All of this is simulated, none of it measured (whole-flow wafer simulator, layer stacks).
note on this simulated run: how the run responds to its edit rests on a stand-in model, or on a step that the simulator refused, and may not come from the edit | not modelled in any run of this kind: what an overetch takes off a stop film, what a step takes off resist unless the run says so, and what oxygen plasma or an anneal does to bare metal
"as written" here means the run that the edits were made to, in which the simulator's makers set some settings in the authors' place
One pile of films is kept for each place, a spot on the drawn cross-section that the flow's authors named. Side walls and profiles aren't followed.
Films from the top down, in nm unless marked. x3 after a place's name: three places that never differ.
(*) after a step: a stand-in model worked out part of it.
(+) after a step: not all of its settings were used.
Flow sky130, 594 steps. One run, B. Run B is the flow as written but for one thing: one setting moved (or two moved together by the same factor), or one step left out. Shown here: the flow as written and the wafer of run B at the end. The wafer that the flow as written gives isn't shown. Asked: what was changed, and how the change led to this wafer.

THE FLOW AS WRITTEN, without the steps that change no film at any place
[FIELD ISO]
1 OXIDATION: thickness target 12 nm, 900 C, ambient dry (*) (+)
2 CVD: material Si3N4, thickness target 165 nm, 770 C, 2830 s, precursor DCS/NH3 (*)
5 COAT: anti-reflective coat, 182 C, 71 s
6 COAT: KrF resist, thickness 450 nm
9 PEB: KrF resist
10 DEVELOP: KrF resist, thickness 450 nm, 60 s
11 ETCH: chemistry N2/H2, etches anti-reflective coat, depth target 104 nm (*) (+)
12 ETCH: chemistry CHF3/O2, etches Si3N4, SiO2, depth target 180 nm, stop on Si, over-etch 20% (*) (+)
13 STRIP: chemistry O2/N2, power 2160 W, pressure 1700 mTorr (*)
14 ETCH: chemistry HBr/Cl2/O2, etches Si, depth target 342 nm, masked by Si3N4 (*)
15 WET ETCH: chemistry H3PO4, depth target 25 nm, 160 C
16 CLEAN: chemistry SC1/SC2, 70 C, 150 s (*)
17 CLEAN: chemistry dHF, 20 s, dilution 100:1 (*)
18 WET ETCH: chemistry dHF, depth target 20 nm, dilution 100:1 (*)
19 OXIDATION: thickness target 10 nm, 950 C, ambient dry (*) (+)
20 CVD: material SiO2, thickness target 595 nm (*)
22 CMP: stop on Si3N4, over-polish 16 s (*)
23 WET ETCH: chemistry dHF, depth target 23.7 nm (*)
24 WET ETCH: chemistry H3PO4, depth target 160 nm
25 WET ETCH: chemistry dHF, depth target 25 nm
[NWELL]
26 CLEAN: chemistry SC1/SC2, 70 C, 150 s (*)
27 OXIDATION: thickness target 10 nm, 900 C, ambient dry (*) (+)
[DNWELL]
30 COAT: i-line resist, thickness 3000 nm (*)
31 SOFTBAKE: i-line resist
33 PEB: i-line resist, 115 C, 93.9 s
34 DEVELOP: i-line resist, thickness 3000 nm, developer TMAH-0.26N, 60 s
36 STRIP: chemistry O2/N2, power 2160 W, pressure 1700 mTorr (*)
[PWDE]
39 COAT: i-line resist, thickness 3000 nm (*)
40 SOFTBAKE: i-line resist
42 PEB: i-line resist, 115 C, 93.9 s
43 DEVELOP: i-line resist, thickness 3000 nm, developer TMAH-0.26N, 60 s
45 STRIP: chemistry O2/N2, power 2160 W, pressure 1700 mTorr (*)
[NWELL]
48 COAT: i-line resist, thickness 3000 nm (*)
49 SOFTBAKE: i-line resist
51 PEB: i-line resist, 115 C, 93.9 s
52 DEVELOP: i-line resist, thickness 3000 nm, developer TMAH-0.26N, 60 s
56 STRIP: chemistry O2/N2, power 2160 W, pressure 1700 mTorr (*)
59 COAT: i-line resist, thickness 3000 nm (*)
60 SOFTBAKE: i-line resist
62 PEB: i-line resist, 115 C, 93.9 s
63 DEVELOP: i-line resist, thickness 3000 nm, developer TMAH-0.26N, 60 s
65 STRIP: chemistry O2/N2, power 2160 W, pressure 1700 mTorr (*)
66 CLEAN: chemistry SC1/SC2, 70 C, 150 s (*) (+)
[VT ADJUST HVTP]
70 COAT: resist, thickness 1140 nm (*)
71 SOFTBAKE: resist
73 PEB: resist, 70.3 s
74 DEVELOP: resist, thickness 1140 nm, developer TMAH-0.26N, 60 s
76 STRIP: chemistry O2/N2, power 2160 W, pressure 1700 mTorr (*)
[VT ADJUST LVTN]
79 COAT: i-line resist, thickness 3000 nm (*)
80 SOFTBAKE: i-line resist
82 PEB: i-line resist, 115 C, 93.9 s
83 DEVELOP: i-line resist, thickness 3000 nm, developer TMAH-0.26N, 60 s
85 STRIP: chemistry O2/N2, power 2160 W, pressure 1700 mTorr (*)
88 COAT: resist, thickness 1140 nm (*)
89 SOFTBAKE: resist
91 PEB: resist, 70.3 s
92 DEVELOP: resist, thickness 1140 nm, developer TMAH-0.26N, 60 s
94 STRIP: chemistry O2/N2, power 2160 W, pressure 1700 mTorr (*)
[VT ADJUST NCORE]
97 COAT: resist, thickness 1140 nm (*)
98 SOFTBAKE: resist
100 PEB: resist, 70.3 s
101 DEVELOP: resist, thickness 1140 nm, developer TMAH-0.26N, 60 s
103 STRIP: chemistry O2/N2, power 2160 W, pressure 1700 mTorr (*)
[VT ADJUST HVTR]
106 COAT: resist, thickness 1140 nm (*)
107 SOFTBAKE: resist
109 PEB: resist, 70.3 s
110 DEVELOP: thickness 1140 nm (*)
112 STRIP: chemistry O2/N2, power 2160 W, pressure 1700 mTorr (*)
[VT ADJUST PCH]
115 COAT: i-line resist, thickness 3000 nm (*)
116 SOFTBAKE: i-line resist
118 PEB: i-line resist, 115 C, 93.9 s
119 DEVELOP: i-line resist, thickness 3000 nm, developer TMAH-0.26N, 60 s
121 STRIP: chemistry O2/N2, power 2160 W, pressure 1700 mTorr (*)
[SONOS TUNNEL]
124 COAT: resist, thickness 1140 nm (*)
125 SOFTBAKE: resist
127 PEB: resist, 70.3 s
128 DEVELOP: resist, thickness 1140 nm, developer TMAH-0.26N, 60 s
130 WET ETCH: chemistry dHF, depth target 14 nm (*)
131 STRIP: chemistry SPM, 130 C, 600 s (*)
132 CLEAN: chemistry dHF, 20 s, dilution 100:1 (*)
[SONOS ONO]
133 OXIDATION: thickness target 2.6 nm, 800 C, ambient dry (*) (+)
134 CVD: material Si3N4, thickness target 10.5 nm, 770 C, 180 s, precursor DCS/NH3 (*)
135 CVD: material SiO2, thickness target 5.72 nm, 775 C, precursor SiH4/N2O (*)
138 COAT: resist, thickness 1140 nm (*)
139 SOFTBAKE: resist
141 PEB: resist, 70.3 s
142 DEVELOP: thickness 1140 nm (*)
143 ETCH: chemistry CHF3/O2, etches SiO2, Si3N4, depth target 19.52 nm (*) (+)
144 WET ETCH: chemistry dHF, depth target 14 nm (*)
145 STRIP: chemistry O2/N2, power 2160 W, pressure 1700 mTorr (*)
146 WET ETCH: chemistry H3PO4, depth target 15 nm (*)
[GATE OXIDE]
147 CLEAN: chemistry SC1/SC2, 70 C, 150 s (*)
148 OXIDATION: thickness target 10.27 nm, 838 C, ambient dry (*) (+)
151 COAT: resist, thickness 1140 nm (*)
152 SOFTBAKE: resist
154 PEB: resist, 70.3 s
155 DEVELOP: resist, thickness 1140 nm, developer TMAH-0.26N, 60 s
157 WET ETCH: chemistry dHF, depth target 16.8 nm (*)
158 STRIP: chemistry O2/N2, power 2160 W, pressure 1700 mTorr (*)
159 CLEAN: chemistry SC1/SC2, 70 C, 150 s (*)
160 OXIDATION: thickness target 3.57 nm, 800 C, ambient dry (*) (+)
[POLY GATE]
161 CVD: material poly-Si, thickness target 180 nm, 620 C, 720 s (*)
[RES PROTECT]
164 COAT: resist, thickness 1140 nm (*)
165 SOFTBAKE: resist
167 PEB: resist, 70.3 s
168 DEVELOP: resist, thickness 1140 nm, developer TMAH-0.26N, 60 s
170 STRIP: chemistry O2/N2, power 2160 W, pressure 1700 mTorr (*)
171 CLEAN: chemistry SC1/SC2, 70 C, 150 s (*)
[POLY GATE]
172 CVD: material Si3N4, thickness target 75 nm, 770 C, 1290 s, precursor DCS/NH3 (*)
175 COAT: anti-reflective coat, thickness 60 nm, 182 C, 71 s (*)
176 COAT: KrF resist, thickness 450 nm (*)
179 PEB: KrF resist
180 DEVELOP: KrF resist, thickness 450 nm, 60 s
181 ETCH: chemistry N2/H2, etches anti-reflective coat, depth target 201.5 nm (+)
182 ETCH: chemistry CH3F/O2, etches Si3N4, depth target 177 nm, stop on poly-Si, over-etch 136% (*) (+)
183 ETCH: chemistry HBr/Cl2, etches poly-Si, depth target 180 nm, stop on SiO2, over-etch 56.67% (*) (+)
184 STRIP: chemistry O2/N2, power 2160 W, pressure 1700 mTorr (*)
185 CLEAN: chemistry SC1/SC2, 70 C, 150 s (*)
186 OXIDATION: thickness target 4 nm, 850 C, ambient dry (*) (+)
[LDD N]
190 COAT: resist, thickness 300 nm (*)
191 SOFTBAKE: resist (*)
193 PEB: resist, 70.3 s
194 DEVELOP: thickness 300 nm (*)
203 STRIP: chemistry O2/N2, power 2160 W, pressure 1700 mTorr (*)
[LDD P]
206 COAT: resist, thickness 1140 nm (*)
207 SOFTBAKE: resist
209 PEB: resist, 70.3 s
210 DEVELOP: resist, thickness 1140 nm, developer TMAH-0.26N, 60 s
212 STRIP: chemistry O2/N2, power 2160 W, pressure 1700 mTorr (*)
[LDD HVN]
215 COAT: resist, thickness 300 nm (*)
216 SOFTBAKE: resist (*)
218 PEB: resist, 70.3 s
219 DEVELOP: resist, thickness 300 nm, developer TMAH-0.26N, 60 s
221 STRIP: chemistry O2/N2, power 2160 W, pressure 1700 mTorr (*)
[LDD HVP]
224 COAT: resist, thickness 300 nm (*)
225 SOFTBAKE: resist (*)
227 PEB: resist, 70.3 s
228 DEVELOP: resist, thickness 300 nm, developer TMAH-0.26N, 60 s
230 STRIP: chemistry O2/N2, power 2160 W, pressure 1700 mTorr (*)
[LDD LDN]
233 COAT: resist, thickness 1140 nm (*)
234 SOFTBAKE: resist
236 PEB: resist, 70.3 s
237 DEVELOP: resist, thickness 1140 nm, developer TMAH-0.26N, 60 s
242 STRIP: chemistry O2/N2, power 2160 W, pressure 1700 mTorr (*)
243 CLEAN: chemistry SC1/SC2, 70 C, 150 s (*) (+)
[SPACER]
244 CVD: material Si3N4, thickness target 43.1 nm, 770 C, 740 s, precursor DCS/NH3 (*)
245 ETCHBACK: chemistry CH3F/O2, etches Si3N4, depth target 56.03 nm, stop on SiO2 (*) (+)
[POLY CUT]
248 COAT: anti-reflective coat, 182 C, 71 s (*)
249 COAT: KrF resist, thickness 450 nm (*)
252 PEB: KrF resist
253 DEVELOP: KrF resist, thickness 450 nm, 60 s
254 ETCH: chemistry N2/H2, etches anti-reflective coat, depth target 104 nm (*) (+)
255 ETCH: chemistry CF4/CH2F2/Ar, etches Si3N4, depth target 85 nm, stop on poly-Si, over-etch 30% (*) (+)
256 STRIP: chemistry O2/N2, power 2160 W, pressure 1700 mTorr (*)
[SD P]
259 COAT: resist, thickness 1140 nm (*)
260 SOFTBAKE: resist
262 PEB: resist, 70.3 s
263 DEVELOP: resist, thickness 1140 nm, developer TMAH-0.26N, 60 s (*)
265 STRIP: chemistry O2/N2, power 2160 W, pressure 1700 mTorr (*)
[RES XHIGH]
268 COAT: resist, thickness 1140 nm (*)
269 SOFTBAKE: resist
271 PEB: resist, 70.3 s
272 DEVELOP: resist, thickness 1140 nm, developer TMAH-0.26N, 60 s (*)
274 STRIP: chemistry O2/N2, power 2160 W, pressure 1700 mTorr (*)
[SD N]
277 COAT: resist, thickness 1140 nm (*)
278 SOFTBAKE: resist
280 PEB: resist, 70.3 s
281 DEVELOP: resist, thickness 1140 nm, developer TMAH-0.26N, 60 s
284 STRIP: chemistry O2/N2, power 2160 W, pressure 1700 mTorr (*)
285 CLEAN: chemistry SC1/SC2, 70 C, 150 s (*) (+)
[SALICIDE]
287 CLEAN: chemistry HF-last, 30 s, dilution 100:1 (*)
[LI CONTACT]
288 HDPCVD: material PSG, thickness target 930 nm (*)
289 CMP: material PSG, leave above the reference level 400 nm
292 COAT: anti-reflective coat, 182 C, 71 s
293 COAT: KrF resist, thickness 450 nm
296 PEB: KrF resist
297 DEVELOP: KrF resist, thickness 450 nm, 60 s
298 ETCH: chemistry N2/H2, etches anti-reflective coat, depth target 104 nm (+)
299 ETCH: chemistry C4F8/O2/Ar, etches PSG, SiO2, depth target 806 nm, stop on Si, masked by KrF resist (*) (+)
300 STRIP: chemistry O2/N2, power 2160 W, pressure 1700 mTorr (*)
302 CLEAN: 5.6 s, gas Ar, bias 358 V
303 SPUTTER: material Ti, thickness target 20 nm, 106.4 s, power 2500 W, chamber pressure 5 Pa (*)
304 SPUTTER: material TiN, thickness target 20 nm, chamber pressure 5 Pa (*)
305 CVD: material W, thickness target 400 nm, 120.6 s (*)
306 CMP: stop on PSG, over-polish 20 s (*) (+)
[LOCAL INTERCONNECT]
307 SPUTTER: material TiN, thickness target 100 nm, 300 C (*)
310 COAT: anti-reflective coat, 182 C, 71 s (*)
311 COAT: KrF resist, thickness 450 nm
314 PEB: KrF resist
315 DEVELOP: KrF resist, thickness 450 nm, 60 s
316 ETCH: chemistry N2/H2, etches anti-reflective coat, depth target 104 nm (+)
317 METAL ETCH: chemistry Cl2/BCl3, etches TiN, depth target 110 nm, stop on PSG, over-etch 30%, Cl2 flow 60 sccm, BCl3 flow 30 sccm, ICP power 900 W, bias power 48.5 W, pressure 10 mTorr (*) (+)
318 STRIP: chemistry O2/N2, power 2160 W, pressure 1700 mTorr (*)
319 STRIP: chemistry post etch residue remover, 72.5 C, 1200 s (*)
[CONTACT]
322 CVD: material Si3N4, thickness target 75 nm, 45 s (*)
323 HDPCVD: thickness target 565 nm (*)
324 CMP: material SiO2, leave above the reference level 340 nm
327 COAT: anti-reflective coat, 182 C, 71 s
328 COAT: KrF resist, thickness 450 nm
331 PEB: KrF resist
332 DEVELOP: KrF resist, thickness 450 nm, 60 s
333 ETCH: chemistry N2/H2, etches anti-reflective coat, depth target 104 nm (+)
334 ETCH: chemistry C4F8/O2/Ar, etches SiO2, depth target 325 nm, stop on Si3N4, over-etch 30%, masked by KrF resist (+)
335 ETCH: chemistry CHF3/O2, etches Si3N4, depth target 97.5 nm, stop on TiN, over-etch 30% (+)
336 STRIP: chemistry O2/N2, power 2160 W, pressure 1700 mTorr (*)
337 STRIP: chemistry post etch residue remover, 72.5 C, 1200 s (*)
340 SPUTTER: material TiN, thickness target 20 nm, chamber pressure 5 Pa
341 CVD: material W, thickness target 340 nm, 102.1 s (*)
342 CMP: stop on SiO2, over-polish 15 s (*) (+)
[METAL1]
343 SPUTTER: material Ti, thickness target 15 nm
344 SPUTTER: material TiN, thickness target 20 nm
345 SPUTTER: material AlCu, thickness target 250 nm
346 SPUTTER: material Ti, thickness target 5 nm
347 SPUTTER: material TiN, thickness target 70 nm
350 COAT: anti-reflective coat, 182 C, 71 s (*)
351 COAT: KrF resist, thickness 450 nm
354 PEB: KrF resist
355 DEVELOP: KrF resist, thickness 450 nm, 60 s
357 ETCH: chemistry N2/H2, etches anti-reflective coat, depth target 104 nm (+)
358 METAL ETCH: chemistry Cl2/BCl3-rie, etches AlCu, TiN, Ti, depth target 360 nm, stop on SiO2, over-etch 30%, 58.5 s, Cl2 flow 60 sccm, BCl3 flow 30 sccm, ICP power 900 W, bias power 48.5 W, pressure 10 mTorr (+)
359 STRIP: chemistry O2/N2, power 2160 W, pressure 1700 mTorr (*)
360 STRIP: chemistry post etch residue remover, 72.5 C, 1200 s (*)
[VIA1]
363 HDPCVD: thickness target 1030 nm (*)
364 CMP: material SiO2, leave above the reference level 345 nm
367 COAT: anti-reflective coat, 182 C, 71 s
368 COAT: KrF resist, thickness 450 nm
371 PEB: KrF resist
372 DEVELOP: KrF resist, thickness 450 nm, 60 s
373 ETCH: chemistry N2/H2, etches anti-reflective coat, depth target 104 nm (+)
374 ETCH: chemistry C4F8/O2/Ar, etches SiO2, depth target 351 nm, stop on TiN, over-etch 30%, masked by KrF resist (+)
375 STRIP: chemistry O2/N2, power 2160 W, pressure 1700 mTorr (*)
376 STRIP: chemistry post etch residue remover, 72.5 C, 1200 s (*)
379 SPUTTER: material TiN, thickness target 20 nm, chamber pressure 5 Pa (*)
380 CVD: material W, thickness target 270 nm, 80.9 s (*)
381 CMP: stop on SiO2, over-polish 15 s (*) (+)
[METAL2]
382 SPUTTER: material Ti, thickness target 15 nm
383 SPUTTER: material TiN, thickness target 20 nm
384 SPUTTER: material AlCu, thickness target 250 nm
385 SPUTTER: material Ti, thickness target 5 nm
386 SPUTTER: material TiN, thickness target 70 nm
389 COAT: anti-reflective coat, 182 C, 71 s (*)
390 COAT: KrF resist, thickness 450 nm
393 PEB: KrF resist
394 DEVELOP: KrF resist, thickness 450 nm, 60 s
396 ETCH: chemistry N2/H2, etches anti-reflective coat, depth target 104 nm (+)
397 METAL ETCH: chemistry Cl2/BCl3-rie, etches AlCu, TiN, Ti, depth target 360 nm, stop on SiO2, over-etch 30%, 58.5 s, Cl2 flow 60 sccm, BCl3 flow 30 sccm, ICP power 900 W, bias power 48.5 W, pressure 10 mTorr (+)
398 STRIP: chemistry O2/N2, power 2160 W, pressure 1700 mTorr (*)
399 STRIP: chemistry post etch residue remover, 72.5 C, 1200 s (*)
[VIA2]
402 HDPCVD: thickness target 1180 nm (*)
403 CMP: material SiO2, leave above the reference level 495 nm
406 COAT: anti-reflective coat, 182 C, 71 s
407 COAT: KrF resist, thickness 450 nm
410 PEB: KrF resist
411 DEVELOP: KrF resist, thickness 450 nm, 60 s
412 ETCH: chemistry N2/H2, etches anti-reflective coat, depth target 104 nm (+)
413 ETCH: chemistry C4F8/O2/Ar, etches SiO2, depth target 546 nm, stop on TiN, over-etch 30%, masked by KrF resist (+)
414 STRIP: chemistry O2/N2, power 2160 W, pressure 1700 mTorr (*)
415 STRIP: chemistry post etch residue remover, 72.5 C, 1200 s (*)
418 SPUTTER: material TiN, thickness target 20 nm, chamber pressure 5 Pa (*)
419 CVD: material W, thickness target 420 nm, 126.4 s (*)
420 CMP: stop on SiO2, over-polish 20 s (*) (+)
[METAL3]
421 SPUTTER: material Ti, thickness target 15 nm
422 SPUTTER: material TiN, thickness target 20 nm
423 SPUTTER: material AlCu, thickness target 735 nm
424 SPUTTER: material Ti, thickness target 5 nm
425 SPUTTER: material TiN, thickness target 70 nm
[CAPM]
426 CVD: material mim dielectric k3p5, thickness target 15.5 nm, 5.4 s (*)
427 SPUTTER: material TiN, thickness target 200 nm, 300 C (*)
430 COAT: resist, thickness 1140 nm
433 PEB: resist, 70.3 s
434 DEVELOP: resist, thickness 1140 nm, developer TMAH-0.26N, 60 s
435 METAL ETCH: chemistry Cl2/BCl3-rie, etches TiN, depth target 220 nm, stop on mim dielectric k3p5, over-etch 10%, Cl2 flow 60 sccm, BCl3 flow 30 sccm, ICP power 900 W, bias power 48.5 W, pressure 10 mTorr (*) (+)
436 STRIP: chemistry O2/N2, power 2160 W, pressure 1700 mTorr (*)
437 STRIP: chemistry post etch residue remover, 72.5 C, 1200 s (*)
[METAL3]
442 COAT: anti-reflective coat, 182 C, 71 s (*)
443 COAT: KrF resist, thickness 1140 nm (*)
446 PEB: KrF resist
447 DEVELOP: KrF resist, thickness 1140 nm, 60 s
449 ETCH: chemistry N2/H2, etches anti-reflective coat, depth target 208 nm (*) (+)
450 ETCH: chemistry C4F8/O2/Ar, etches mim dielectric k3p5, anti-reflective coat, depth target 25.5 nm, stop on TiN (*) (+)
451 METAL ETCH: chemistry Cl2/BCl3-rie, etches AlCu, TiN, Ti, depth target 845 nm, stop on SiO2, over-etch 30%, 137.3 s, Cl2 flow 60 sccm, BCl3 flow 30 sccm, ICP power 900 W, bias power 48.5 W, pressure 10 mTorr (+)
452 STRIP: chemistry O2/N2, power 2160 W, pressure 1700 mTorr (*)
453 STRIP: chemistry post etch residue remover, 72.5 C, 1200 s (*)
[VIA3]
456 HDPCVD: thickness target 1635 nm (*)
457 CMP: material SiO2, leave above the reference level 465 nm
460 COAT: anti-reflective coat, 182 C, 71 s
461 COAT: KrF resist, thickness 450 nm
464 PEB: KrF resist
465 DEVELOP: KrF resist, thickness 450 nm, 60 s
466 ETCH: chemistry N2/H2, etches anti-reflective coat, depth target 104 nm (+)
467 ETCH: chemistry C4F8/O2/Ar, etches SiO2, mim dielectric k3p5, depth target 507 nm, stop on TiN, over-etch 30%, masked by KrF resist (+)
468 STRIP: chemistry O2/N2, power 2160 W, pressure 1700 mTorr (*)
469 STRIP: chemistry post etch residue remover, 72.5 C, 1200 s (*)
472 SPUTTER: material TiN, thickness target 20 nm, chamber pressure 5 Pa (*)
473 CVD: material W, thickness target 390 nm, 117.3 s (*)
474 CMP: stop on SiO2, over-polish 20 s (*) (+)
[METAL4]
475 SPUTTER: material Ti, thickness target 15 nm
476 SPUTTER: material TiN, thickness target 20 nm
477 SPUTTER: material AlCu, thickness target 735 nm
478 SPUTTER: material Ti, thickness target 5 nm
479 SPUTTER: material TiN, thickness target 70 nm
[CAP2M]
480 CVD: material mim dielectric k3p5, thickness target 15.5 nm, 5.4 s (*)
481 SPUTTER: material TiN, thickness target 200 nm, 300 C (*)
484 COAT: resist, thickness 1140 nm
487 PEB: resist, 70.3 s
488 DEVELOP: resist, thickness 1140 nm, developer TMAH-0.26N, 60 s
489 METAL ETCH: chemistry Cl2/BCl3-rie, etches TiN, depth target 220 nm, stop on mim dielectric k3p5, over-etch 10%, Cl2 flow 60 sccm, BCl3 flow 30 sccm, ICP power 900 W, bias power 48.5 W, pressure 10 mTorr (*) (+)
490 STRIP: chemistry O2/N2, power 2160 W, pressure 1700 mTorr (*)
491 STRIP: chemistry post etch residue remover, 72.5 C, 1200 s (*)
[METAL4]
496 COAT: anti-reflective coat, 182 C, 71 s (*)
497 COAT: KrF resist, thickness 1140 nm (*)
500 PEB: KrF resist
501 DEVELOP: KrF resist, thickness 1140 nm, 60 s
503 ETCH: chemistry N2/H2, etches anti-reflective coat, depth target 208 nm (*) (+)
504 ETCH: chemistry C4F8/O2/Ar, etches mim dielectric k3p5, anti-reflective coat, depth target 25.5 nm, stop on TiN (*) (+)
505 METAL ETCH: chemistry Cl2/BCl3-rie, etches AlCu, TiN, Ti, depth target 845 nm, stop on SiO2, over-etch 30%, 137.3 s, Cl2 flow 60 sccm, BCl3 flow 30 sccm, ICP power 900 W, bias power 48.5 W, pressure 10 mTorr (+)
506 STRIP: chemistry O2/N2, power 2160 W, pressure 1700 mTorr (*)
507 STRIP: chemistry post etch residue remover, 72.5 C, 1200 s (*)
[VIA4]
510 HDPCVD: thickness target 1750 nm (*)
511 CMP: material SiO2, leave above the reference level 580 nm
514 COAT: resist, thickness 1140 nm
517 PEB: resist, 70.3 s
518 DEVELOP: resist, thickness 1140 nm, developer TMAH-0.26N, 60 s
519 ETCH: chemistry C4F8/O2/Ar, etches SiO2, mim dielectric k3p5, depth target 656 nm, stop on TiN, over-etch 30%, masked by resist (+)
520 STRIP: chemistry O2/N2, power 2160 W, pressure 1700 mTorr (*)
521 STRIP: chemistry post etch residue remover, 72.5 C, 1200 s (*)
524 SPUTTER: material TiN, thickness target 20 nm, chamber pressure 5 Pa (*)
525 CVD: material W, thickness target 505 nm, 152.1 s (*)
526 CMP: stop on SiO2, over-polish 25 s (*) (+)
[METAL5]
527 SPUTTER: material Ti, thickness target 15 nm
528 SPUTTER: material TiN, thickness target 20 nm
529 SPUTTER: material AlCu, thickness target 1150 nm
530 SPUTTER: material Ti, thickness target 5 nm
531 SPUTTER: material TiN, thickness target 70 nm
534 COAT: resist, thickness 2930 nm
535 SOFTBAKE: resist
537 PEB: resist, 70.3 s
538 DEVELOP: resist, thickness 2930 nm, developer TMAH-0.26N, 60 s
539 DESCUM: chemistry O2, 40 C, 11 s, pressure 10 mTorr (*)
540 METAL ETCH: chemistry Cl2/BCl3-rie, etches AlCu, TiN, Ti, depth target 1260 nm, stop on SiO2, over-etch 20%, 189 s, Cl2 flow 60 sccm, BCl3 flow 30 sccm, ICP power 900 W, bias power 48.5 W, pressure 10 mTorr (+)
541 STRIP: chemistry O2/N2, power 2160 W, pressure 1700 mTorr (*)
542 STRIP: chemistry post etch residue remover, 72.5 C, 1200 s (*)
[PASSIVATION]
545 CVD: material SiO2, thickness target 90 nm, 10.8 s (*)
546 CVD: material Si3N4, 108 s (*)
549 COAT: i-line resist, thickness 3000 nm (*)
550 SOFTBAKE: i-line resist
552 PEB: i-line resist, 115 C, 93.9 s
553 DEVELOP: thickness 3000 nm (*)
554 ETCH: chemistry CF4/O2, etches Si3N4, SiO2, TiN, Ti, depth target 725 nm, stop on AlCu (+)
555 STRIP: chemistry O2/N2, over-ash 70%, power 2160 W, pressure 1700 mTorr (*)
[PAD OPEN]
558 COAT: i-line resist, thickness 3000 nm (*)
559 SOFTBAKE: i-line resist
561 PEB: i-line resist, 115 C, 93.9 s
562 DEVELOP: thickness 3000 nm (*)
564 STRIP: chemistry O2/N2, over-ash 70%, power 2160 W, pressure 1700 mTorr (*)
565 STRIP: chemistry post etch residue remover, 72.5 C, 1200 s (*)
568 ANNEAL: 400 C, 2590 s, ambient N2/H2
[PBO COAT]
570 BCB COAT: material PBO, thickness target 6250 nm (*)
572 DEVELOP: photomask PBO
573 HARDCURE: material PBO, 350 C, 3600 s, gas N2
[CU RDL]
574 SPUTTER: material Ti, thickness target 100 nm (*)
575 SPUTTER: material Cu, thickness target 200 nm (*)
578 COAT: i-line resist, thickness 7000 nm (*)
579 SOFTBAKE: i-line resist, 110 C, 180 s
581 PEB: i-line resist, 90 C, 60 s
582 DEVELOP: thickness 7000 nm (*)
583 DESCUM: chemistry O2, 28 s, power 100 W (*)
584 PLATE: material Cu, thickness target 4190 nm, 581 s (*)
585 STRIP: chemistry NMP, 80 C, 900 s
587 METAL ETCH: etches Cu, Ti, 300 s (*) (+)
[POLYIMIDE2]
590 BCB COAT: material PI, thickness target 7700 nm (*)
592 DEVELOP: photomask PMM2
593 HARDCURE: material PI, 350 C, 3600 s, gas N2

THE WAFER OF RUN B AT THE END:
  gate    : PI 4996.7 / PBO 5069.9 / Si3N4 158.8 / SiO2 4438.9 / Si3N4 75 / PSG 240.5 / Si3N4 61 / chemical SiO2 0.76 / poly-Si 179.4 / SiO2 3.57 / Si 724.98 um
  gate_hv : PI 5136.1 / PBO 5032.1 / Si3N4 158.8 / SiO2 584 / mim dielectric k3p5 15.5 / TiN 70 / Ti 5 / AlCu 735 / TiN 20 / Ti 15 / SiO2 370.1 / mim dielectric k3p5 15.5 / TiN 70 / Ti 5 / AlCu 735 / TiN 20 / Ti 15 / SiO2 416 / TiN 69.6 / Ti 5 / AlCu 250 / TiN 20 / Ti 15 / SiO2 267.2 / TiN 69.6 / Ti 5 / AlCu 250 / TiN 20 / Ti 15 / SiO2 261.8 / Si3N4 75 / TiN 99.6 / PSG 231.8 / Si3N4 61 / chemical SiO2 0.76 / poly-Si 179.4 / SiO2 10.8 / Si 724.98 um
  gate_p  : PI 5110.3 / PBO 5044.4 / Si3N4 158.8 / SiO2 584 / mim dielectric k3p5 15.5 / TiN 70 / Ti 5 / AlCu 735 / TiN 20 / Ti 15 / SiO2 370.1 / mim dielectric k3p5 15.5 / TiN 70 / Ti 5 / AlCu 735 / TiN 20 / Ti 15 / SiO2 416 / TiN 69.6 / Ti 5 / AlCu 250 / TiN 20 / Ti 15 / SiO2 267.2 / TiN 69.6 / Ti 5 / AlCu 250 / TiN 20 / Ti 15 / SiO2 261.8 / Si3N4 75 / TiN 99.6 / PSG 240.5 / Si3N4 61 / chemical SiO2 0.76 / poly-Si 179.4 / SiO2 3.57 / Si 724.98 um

The cause: step 289, CMP: leave above the reference level 250 nm was run, where the flow has leave above the reference level 400 nm.

How the change led to this, step by step:
  289 CMP: material PSG, leave above the reference level 400 nm
      gate, spacer, gate_p and 34 more: PSG -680 (as written it would be: PSG -530)
      mim, vpp_sp, vpp_ln and 30 more: PSG -483.9 (as written it would be: PSG -333.9)
      (and at 122 more places)
  299 ETCH: chemistry C4F8/O2/Ar, etches PSG, SiO2, depth target 806 nm, stop on Si, masked by KrF resist (*) (+)
      field, active, n_well and 184 more: KrF resist -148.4 (as written it would be: KrF resist -161.2)
      contact, ndiff_licon, ndiff_licon_cpp: PSG -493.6 (all of it), SiO2 -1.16 (all of it) (as written it would be: PSG -643.6 (all of it), SiO2 -1.16 (all of it))
      (and at 2 more places)
  300 STRIP: chemistry O2/N2, power 2160 W, pressure 1700 mTorr (*)
      field, active, n_well and 184 more: KrF resist -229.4 (all of it), anti-reflective coat -80 (all of it) (as written it would be: KrF resist -216.6 (all of it), anti-reflective coat -80 (all of it))
  303 SPUTTER: material Ti, thickness target 20 nm, 106.4 s, power 2500 W, chamber pressure 5 Pa (*)
      ndiff_licon: Ti +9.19 (new film) (as written it would be: Ti +7.24 (new film))
      ndiff_licon_cpp: Ti +8.26 (new film) (as written it would be: Ti +6.53 (new film))
      (and at 1 more place)
  304 SPUTTER: material TiN, thickness target 20 nm, chamber pressure 5 Pa (*)
      ndiff_licon: TiN +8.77 (new film) (as written it would be: TiN +6.83 (new film))
      ndiff_licon_cpp: TiN +7.89 (new film) (as written it would be: TiN +6.17 (new film))
      (and at 1 more place)
  305 CVD: material W, thickness target 400 nm, 120.6 s (*)
      ndiff_licon: W +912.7 (new film) (as written it would be: W +1066.5 (new film))
      ndiff_licon_cpp: W +914.5 (new film) (as written it would be: W +1067.9 (new film))
      (and at 1 more place)
  306 CMP: stop on PSG, over-polish 20 s (*) (+)
      poly_licon: W -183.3 (as written it would be: W -33.3)
